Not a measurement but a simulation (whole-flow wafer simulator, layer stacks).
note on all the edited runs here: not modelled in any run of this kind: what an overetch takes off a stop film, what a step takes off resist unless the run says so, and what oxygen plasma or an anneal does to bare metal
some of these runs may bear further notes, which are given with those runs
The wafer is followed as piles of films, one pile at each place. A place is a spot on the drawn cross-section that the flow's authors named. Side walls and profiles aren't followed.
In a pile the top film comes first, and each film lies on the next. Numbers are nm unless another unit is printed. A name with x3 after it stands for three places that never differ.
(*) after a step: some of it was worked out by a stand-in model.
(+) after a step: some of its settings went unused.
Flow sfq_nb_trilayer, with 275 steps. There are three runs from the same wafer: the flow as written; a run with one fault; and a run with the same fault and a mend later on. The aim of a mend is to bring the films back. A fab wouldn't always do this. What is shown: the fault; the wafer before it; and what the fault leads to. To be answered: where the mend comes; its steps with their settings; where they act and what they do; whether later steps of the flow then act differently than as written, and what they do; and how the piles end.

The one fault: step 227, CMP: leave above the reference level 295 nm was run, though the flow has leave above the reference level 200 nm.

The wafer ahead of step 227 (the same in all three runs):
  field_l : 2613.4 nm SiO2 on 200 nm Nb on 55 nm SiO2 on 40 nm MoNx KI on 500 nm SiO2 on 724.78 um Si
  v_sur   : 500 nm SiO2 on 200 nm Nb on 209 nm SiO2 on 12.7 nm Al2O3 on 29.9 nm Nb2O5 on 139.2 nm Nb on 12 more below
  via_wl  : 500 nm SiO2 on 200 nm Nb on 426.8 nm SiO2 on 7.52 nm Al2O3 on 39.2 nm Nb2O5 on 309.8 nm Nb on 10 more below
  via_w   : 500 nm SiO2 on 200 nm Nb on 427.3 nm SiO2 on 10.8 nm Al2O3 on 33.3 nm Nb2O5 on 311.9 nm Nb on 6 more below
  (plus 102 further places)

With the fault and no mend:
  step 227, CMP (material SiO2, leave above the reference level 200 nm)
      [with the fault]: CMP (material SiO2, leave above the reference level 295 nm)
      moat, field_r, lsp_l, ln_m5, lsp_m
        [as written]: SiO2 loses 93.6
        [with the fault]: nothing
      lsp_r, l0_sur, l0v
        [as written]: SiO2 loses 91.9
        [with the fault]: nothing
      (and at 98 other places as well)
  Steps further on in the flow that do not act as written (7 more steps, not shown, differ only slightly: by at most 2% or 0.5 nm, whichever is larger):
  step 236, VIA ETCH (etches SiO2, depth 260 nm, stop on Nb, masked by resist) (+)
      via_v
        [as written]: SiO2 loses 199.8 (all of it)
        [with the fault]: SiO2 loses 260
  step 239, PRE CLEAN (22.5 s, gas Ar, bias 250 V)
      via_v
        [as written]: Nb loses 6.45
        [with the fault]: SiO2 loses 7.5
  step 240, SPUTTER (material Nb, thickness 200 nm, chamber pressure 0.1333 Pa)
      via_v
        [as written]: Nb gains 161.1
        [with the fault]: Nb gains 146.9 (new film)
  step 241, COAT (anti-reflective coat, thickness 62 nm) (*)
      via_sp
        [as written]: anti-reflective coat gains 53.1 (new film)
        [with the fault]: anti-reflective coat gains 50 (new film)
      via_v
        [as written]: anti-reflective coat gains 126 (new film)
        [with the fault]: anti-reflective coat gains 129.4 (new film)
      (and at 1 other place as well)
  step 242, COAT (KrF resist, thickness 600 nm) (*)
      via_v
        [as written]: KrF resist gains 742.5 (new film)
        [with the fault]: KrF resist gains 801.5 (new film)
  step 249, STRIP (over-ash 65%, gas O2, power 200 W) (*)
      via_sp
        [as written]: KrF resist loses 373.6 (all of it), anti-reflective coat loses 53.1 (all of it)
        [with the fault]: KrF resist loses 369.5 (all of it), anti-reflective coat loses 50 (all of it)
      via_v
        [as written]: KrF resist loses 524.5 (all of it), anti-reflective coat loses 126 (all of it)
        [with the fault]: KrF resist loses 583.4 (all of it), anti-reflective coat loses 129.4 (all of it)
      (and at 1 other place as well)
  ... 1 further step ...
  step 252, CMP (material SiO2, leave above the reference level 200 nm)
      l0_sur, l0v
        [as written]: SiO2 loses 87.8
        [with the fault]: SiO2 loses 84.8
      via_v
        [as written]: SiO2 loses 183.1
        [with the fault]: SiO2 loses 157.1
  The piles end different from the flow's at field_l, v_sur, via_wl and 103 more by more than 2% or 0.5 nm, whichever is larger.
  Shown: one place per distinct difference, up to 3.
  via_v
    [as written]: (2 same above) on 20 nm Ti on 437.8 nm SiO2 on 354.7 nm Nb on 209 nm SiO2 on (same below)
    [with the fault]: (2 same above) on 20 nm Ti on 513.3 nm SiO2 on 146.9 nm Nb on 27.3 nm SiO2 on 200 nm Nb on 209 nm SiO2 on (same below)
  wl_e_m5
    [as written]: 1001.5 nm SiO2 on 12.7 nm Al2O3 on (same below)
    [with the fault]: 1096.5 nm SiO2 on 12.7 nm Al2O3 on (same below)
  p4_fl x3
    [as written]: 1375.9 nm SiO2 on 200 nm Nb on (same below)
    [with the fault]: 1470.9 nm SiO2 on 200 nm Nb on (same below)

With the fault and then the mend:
  After step 228 comes the mend.
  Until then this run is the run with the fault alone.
  step 228a, CMP (material SiO2, leave above the reference level 200 nm) (the flow's step 227 again)
      field_l, v_sur, via_wl and 95 more
        SiO2 loses 95
      moat, field_r, lsp_l, ln_m5, lsp_m
        SiO2 loses 93.6
      lsp_r, l0_sur, l0v
        SiO2 loses 91.9
  Later steps of the flow that are run all act as written at every place that is followed.
  At every place that both follow, the piles at the end match the flow's.
